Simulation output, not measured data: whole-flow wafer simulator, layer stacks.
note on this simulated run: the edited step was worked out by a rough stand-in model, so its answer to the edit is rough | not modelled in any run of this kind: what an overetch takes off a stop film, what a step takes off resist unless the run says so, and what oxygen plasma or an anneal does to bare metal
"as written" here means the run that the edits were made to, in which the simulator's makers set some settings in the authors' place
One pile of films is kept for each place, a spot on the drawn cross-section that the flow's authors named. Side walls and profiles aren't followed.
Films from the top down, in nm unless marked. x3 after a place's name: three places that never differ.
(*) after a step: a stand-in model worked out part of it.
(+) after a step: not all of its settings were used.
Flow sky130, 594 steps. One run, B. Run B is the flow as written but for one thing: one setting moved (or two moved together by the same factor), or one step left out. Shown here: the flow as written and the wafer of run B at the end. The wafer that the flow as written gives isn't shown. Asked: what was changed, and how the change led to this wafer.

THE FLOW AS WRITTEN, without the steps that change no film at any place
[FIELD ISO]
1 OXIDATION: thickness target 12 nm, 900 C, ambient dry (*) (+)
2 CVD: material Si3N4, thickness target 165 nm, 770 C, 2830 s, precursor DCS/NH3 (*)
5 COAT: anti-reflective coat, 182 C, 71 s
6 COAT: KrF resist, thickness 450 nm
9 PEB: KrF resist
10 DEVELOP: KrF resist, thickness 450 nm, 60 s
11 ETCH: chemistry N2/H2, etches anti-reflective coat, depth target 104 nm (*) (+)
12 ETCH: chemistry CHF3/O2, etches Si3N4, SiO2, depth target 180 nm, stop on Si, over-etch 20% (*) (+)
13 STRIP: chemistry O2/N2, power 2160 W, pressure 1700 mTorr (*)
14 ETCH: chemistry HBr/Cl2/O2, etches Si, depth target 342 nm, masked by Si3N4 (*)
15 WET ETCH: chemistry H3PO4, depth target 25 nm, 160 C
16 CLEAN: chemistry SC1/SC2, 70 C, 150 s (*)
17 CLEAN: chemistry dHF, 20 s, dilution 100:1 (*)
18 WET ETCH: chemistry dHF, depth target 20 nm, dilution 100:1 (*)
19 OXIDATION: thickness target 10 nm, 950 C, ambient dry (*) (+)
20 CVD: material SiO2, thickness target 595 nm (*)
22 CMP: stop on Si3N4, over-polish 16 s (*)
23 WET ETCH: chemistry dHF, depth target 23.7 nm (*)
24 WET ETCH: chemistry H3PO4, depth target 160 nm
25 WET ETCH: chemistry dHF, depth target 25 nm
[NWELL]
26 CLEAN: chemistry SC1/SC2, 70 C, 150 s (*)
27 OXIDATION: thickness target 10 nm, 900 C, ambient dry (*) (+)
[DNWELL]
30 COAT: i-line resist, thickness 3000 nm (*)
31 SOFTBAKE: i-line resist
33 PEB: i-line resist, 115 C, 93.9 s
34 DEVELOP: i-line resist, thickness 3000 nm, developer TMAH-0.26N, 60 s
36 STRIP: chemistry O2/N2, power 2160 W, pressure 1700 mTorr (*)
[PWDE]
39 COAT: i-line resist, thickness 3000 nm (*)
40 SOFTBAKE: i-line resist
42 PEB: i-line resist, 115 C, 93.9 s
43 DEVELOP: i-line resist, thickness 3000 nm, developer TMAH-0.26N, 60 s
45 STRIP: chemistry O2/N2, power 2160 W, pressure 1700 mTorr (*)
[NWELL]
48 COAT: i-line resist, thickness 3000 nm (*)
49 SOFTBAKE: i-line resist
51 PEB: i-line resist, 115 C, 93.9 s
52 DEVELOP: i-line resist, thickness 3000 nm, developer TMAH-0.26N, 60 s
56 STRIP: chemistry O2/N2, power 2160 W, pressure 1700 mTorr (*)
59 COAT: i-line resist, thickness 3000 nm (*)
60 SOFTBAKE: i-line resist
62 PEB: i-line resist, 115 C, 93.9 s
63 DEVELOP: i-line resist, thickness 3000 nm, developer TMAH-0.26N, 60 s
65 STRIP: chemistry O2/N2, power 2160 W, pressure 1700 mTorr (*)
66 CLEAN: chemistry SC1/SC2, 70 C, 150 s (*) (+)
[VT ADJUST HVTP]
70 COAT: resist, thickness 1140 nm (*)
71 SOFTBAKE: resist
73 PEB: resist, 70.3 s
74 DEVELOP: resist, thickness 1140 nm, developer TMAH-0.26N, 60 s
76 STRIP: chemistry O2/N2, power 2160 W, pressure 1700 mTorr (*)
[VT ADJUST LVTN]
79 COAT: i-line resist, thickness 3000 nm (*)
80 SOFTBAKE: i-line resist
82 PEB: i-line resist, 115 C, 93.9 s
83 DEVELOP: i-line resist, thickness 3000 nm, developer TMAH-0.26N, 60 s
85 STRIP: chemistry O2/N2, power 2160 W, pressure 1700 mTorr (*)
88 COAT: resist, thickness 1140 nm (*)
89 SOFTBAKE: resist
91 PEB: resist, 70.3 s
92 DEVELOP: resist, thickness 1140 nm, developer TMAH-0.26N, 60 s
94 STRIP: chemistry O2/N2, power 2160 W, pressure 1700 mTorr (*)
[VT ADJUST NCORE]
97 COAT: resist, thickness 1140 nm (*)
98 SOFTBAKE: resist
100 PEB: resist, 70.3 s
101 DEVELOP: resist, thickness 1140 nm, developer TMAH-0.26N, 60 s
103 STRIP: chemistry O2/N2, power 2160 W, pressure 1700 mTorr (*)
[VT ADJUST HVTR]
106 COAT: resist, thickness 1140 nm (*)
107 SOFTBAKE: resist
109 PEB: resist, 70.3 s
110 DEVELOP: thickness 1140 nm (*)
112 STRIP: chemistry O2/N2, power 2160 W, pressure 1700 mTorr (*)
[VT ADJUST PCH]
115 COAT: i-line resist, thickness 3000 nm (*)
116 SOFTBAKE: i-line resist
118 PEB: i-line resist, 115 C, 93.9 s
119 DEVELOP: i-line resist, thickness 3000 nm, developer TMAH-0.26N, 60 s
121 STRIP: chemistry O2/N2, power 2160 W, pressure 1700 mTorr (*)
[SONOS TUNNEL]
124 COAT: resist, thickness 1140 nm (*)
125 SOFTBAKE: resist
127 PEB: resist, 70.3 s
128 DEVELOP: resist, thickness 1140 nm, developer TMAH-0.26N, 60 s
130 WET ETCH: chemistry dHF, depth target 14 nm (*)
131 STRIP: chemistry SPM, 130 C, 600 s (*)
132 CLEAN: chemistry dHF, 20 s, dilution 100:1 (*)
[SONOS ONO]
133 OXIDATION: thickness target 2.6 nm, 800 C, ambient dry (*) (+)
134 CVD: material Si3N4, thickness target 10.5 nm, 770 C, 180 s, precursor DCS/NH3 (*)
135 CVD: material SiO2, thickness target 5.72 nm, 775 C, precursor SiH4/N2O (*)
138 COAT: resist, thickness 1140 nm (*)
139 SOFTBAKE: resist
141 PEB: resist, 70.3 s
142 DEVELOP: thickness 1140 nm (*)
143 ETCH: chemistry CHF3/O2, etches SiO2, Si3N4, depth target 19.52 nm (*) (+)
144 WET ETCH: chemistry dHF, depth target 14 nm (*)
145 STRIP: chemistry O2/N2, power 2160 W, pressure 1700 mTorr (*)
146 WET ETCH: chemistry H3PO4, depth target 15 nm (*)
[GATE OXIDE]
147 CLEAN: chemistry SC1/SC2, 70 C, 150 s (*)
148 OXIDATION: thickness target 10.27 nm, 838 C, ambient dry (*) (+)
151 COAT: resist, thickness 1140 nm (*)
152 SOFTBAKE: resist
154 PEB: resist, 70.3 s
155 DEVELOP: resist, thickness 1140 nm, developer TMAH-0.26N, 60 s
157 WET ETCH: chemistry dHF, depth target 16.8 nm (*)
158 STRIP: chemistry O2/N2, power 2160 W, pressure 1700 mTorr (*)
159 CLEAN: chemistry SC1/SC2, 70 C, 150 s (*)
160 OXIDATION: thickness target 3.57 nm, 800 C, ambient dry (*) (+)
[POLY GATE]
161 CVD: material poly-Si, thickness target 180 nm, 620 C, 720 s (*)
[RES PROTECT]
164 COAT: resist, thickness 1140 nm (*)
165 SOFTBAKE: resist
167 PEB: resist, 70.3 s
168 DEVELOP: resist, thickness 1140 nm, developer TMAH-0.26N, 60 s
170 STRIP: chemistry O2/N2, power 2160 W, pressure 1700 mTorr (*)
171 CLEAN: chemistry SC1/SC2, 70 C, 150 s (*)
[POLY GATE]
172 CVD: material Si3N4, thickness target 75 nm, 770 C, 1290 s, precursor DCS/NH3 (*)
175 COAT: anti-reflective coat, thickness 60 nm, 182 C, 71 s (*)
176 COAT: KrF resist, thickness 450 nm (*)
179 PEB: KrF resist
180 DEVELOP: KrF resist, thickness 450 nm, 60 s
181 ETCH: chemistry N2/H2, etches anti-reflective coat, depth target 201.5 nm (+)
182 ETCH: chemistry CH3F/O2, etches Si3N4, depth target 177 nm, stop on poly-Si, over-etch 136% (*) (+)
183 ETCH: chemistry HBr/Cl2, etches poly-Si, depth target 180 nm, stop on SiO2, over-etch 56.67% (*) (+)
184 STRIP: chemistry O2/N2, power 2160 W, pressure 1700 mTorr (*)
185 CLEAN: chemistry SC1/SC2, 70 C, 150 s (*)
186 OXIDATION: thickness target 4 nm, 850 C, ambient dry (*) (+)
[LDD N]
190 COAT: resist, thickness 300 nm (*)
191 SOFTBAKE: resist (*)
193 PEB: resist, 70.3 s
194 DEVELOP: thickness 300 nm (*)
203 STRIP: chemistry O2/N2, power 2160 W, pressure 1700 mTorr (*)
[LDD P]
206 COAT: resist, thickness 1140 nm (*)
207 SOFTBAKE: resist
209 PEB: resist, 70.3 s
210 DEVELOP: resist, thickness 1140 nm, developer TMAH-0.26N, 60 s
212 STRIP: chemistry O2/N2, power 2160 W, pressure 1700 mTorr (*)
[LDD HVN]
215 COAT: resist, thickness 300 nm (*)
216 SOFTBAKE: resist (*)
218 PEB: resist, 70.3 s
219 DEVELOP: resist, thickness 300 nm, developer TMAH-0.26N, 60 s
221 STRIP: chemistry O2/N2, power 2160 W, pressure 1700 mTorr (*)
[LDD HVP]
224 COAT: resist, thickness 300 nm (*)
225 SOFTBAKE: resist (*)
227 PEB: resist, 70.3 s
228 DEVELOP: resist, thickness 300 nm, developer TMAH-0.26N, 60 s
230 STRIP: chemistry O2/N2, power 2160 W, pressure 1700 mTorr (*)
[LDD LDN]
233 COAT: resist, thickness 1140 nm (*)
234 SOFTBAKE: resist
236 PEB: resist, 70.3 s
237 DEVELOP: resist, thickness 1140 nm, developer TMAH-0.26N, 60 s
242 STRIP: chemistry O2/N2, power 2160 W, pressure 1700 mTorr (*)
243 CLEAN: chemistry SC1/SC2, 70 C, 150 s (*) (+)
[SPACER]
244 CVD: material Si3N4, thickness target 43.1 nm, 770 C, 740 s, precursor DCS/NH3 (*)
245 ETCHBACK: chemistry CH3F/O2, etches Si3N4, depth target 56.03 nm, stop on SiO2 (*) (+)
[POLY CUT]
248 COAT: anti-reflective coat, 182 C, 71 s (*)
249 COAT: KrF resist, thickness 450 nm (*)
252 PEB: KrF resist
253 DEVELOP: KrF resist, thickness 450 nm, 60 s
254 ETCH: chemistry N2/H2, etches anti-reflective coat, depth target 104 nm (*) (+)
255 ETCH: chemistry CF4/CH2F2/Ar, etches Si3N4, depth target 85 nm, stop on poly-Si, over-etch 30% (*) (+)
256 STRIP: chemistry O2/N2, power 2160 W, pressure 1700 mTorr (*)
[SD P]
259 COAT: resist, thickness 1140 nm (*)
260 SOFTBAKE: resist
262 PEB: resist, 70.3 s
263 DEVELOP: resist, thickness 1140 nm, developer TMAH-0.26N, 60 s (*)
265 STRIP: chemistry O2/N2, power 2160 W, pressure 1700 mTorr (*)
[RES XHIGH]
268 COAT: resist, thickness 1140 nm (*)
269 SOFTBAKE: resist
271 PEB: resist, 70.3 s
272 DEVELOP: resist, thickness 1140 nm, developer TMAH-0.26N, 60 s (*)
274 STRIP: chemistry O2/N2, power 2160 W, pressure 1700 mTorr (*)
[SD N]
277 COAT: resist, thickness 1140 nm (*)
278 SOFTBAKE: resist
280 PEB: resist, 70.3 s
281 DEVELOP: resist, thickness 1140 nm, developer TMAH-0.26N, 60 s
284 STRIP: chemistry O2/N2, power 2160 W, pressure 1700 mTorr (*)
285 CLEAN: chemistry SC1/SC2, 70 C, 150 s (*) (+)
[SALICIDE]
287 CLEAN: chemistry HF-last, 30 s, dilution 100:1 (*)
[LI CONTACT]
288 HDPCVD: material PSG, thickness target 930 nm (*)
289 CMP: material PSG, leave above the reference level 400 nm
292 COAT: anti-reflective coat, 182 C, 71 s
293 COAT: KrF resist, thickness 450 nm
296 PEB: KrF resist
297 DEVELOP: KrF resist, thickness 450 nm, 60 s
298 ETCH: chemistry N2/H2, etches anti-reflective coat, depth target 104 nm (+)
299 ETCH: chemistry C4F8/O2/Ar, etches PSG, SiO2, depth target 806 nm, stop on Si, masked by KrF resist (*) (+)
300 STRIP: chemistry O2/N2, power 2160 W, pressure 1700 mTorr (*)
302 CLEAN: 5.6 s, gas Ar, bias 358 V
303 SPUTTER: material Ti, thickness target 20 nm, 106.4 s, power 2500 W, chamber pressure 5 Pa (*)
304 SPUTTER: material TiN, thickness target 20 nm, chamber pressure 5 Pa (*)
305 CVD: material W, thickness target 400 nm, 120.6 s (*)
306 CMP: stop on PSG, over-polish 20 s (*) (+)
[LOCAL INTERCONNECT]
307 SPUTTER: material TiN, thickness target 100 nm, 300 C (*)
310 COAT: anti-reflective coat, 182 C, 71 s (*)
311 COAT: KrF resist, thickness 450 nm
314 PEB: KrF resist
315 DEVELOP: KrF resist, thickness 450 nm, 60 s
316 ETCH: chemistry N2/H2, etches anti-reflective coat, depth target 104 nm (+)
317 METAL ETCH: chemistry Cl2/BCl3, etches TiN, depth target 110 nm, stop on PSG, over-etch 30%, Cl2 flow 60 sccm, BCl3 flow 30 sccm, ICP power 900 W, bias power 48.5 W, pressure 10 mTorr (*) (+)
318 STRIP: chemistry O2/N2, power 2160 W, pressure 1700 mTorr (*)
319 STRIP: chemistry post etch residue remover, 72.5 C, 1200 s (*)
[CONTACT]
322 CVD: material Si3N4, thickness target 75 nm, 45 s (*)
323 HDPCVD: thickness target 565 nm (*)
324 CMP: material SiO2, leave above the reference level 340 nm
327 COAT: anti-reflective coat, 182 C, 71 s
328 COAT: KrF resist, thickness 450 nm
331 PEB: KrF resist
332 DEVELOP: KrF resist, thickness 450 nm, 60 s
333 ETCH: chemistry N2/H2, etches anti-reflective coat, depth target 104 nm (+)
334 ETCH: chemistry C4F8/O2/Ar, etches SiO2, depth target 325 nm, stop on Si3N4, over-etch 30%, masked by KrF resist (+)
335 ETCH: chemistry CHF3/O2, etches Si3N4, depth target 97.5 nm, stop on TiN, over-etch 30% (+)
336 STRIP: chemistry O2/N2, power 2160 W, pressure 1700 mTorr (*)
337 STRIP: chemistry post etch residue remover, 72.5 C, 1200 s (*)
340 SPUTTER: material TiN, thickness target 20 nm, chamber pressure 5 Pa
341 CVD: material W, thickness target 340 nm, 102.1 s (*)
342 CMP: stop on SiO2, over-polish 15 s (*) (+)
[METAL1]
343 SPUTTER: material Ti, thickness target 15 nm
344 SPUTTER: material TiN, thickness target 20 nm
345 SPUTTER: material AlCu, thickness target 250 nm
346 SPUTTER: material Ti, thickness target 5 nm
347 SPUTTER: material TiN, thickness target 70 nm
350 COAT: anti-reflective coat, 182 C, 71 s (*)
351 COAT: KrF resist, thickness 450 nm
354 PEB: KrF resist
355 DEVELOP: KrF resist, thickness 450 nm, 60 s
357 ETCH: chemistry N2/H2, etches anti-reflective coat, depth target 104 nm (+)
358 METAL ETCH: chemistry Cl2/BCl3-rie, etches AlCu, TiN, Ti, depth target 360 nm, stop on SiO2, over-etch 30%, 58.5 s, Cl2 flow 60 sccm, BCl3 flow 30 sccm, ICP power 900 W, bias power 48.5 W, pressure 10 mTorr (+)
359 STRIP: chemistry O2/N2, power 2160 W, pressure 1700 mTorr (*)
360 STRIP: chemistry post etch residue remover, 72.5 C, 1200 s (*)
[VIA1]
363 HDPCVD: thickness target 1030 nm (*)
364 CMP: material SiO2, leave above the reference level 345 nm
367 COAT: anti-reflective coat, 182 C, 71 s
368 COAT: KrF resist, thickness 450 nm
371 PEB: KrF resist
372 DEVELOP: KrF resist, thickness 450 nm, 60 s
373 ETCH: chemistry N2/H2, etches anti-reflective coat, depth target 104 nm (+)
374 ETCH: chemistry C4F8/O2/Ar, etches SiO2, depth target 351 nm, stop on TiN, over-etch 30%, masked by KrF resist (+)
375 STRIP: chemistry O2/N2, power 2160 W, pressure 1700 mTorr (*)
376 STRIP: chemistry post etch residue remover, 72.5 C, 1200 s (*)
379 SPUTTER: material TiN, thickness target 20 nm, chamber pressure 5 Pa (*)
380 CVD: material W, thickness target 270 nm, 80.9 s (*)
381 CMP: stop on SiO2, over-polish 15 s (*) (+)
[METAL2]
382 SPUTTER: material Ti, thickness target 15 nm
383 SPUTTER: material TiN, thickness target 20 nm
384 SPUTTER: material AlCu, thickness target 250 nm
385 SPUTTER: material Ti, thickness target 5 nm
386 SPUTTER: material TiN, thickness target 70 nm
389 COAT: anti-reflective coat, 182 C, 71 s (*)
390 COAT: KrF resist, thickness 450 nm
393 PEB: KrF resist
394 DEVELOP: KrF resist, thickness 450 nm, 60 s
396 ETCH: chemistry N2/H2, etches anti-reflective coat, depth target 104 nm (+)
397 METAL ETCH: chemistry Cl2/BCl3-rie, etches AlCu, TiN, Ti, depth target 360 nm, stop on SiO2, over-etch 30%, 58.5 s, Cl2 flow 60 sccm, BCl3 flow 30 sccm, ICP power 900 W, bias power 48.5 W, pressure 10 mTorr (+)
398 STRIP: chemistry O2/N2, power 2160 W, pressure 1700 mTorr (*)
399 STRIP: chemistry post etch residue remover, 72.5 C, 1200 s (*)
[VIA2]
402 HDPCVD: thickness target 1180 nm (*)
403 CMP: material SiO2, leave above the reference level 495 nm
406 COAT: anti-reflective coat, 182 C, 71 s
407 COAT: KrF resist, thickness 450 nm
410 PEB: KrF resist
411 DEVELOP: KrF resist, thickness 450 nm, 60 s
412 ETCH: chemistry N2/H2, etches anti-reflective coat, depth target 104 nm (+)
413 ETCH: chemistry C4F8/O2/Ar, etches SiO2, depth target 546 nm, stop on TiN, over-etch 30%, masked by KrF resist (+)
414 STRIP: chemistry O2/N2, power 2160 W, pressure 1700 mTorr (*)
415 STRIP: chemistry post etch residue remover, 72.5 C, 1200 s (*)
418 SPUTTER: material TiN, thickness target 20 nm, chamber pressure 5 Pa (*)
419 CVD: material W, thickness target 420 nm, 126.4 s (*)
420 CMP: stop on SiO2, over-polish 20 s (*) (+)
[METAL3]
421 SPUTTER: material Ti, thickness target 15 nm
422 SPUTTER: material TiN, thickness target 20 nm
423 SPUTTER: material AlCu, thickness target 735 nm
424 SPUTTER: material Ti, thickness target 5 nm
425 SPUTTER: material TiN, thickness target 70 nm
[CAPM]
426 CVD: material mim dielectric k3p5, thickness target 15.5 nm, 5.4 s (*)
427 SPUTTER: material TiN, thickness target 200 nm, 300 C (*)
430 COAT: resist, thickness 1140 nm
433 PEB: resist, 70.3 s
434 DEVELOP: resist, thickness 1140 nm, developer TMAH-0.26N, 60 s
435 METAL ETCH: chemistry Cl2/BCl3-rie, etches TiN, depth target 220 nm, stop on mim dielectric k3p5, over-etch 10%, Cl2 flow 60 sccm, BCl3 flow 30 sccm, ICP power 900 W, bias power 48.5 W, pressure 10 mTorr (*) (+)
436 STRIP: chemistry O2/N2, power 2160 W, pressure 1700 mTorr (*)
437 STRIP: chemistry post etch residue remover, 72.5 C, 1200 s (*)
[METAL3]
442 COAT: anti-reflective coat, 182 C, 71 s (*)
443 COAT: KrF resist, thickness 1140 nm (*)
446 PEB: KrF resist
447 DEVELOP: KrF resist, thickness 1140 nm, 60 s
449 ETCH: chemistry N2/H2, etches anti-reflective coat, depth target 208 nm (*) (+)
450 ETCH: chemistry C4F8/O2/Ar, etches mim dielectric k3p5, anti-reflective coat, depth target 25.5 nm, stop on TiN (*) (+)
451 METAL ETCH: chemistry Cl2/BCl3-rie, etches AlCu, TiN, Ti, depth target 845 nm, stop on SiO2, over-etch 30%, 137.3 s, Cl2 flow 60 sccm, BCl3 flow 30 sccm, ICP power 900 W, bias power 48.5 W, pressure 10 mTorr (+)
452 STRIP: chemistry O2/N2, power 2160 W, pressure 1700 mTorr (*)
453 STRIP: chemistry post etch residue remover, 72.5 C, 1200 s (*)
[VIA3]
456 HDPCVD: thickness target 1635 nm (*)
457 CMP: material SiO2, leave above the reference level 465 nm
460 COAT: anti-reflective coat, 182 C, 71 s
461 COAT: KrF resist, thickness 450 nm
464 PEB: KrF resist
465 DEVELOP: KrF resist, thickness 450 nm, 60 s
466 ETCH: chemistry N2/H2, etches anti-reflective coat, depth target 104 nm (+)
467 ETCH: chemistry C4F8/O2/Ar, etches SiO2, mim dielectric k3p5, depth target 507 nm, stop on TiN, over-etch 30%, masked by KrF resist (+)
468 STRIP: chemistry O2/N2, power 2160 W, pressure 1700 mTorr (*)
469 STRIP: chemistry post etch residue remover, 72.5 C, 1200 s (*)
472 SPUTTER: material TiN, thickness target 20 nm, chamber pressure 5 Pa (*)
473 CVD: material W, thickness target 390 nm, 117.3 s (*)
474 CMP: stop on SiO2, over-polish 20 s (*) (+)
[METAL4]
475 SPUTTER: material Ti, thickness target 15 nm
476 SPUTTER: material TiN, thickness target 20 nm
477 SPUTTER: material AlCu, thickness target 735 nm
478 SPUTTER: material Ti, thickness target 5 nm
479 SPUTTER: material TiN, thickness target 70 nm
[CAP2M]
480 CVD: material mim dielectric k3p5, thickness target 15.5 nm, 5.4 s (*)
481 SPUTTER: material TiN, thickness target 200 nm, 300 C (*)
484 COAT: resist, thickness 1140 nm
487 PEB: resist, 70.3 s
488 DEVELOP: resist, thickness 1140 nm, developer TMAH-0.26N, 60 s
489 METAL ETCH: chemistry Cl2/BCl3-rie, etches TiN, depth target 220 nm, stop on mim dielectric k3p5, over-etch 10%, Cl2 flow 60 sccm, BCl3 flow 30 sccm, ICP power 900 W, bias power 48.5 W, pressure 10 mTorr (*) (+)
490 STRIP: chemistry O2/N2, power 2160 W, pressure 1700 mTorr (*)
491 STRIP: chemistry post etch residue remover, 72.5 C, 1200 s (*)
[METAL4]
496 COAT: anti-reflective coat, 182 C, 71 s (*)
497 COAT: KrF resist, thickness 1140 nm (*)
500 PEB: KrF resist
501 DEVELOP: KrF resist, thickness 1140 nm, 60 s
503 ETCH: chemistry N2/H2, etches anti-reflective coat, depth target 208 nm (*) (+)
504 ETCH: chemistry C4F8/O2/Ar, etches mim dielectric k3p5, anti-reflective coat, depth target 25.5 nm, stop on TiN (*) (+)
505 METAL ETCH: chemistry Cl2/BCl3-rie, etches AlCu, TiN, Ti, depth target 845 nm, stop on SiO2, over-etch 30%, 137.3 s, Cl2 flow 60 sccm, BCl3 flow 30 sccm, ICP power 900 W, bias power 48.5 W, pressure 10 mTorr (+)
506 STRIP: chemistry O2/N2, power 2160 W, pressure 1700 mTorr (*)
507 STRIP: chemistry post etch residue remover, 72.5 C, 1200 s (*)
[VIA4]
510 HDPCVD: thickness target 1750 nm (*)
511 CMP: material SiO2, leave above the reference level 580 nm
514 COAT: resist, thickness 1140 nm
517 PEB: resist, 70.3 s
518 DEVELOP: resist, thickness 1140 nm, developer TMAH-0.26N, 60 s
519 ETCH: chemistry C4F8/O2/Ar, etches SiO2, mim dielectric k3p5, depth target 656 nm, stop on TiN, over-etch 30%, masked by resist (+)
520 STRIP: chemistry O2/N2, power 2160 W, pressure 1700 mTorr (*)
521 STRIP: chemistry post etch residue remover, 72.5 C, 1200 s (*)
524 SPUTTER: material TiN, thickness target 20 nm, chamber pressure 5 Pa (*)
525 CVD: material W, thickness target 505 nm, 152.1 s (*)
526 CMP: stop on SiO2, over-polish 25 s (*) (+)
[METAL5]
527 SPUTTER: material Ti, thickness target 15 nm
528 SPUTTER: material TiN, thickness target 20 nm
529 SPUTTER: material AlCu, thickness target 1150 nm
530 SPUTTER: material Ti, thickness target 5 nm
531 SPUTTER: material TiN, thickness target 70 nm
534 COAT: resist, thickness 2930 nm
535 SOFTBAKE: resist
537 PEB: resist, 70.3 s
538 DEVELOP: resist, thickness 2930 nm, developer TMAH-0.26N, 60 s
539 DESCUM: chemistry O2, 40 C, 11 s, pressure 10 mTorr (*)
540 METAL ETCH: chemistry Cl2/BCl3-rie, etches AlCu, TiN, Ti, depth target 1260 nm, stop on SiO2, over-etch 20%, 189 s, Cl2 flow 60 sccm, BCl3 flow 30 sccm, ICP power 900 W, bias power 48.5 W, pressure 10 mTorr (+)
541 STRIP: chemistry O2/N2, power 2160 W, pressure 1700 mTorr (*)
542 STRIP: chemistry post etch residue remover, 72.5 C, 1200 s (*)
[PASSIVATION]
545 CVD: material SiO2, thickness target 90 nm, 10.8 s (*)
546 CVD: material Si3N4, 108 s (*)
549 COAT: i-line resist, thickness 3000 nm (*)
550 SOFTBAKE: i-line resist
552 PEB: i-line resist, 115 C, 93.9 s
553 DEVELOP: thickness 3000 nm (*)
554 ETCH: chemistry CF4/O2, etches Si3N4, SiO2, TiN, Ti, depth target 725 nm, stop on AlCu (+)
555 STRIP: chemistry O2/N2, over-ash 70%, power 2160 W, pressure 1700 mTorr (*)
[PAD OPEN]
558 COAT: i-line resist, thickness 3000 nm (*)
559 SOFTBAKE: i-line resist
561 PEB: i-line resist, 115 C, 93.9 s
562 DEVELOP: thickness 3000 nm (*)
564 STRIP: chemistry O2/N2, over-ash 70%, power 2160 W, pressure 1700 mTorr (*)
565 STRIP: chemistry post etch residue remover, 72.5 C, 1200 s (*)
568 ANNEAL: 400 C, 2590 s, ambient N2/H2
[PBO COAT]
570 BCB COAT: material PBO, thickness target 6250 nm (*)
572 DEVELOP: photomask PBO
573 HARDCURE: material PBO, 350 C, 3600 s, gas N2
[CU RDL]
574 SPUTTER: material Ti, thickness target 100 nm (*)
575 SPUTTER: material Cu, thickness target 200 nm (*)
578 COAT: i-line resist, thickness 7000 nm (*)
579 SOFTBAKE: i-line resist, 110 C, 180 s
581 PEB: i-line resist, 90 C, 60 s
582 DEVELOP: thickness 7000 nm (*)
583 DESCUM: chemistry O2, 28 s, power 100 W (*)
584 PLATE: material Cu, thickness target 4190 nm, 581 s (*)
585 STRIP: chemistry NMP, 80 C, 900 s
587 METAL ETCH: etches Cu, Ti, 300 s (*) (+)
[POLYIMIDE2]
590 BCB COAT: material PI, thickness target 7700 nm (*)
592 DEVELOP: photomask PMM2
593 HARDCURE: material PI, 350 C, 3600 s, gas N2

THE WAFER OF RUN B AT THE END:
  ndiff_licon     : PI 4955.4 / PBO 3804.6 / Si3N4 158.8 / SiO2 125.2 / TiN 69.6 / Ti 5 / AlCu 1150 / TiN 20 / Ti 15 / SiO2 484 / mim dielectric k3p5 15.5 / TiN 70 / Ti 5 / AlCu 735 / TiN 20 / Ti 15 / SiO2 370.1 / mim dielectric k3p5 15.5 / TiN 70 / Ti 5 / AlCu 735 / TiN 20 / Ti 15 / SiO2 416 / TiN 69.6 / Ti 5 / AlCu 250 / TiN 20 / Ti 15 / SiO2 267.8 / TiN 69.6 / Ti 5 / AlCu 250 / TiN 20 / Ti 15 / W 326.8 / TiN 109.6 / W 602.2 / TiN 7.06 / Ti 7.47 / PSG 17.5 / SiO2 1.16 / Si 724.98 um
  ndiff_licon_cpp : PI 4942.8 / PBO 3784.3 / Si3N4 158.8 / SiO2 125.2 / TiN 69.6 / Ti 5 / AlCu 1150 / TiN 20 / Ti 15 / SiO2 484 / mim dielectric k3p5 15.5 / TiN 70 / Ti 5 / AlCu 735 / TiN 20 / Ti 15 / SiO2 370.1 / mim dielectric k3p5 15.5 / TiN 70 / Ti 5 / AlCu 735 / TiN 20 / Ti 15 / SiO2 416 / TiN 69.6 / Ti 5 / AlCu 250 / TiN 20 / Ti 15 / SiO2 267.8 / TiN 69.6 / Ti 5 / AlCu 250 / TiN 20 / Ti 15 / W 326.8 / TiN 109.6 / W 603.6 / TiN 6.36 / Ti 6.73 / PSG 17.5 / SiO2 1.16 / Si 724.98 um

The cause: step 299, ETCH: depth target 621 nm was run, where the flow has depth target 806 nm.

How the change led to this, step by step:
  299 ETCH: chemistry C4F8/O2/Ar, etches PSG, SiO2, depth target 806 nm, stop on Si, masked by KrF resist (*) (+)
      contact, ndiff_licon, ndiff_licon_cpp: PSG -621 (as written it would be: PSG -643.6 (all of it), SiO2 -1.16 (all of it))
      field, active, n_well and 184 more: KrF resist -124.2 (as written it would be: KrF resist -161.2)
  300 STRIP: chemistry O2/N2, power 2160 W, pressure 1700 mTorr (*)
      contact, ndiff_licon, ndiff_licon_cpp: nothing (as written it would be: chemical SiO2 +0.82 (new film), Si -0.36)
      field, active, n_well and 184 more: KrF resist -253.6 (all of it), anti-reflective coat -80 (all of it) (as written it would be: KrF resist -216.6 (all of it), anti-reflective coat -80 (all of it))
  302 CLEAN: 5.6 s, gas Ar, bias 358 V
      contact, ndiff_licon, ndiff_licon_cpp: PSG -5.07 (as written it would be: chemical SiO2 -0.82 (all of it))
  568 ANNEAL: 400 C, 2590 s, ambient N2/H2
      ndiff_licon, ndiff_licon_cpp: nothing (as written it would be: under 37 films: void +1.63 (new film), Ti -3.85, TiSi first +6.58 (new film), Si -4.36)
Counting metal films that touch as one body, ndiff_licon has 5 bodies (between them, from the top down: SiO2 484 / mim dielectric k3p5 15.5; SiO2 370.1 / mim dielectric k3p5 15.5; SiO2 416; SiO2 267.8); the flow as written gives 6 bodies (between them, from the top down: SiO2 484 / mim dielectric k3p5 15.5; SiO2 370.1 / mim dielectric k3p5 15.5; SiO2 416; SiO2 267.8; void 1.78).
Counting metal films that touch as one body, ndiff_licon_cpp has 5 bodies (between them, from the top down: SiO2 484 / mim dielectric k3p5 15.5; SiO2 370.1 / mim dielectric k3p5 15.5; SiO2 416; SiO2 267.8); the flow as written gives 6 bodies (between them, from the top down: SiO2 484 / mim dielectric k3p5 15.5; SiO2 370.1 / mim dielectric k3p5 15.5; SiO2 416; SiO2 267.8; void 1.78).
